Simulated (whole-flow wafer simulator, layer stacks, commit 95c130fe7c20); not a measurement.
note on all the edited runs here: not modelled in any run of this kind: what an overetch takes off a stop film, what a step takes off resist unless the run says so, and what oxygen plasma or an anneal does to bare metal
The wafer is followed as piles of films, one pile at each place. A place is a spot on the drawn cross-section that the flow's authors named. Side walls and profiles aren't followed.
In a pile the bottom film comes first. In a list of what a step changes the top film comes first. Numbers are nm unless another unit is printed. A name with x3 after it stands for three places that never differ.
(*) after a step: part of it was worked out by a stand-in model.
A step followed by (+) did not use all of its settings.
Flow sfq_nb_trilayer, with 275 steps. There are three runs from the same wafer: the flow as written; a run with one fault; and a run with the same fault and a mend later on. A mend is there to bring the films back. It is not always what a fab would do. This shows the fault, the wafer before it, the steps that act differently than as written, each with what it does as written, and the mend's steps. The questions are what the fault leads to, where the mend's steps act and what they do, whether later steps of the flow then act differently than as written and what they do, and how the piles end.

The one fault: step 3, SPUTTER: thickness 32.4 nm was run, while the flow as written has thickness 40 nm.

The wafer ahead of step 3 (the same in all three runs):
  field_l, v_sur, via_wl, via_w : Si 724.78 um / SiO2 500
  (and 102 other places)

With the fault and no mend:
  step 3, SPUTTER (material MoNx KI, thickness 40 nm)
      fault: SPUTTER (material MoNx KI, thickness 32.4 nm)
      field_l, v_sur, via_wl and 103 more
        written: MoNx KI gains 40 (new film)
        fault: MoNx KI gains 32.4 (new film)
  Later steps of the flow acting differently than as written (9 more steps, not shown, differ only slightly: by at most 2% or 0.5 nm, whichever is larger):
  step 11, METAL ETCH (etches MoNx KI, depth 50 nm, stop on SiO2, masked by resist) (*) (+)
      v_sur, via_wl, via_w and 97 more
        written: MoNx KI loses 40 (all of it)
        fault: MoNx KI loses 32.4 (all of it)
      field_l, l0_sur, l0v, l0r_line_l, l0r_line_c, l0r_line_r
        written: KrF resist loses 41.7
        fault: KrF resist loses 40.5
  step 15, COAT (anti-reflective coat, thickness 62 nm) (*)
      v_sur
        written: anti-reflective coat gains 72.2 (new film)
        fault: anti-reflective coat gains 70.3 (new film)
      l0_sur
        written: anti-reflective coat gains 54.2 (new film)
        fault: anti-reflective coat gains 55.5 (new film)
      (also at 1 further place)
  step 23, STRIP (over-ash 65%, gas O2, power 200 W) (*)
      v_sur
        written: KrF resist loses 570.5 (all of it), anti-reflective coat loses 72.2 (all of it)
        fault: KrF resist loses 568.3 (all of it), anti-reflective coat loses 70.3 (all of it)
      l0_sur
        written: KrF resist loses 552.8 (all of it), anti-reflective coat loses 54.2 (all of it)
        fault: KrF resist loses 554.2 (all of it), anti-reflective coat loses 55.5 (all of it)
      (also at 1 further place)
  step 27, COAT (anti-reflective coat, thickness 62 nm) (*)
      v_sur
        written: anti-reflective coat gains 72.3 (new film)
        fault: anti-reflective coat gains 70.4 (new film)
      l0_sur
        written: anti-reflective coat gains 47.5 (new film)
        fault: anti-reflective coat gains 48.5 (new film)
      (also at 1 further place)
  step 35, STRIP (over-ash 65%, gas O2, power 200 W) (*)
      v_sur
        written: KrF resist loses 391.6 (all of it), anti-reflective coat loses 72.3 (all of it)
        fault: KrF resist loses 389.7 (all of it), anti-reflective coat loses 70.4 (all of it)
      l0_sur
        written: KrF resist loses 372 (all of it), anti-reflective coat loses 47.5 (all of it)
        fault: KrF resist loses 373.8 (all of it), anti-reflective coat loses 48.5 (all of it)
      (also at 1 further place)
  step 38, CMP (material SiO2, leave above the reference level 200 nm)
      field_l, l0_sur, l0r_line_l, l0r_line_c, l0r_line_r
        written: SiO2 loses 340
        fault: SiO2 loses 332.4
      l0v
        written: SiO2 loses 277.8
        fault: SiO2 loses 270.2
  By the end, the piles at field_l, l0_sur, l0v, l0r_line_l, l0r_line_c, l0r_line_r depart from the flow's by more than 2% or 0.5 nm, whichever is larger.
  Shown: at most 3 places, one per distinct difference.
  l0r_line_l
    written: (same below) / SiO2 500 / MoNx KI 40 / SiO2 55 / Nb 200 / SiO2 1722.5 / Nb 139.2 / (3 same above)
    fault: (same below) / SiO2 500 / MoNx KI 32.4 / SiO2 55 / Nb 200 / SiO2 1730.1 / Nb 139.2 / (3 same above)
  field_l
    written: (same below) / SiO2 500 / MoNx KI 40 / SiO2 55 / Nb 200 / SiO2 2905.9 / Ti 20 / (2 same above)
    fault: (same below) / SiO2 500 / MoNx KI 32.4 / SiO2 55 / Nb 200 / SiO2 2913.5 / Ti 20 / (2 same above)
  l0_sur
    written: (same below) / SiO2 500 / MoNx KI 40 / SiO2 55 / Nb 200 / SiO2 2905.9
    fault: (same below) / SiO2 500 / MoNx KI 32.4 / SiO2 55 / Nb 200 / SiO2 2913.5

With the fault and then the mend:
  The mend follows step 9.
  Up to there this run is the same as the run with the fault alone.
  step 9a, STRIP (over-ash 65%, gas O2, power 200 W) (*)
      v_sur, via_wl, via_w and 97 more
        anti-reflective coat loses 62 (all of it)
      field_l, l0_sur, l0v, l0r_line_l, l0r_line_c, l0r_line_r
        KrF resist loses 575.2 (all of it), anti-reflective coat loses 62 (all of it)
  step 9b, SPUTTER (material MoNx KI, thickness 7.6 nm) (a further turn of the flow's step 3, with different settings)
      field_l, v_sur, via_wl and 103 more
        MoNx KI gains 7.6
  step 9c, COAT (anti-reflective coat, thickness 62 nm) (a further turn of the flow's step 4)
      field_l, v_sur, via_wl and 103 more
        anti-reflective coat gains 62 (new film)
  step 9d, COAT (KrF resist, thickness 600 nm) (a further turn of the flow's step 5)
      field_l, v_sur, via_wl and 103 more
        KrF resist gains 600 (new film)
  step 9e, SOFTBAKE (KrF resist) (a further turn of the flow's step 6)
      does not change any film at any place that is followed
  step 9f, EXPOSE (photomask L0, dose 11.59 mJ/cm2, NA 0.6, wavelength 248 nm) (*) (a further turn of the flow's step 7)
      does not change any film at any place that is followed
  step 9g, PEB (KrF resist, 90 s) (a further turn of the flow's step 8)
      field_l, v_sur, via_wl and 103 more
        KrF resist loses 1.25
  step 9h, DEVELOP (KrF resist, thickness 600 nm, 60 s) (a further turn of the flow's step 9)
      v_sur, via_wl, via_w and 97 more
        KrF resist loses 598.7 (all of it)
      field_l, l0_sur, l0v, l0r_line_l, l0r_line_c, l0r_line_r
        KrF resist loses 23.5
  Later steps of the flow that are run all act as written at every place that is followed.
  By the end, the piles equal the flow's at every place that both follow.
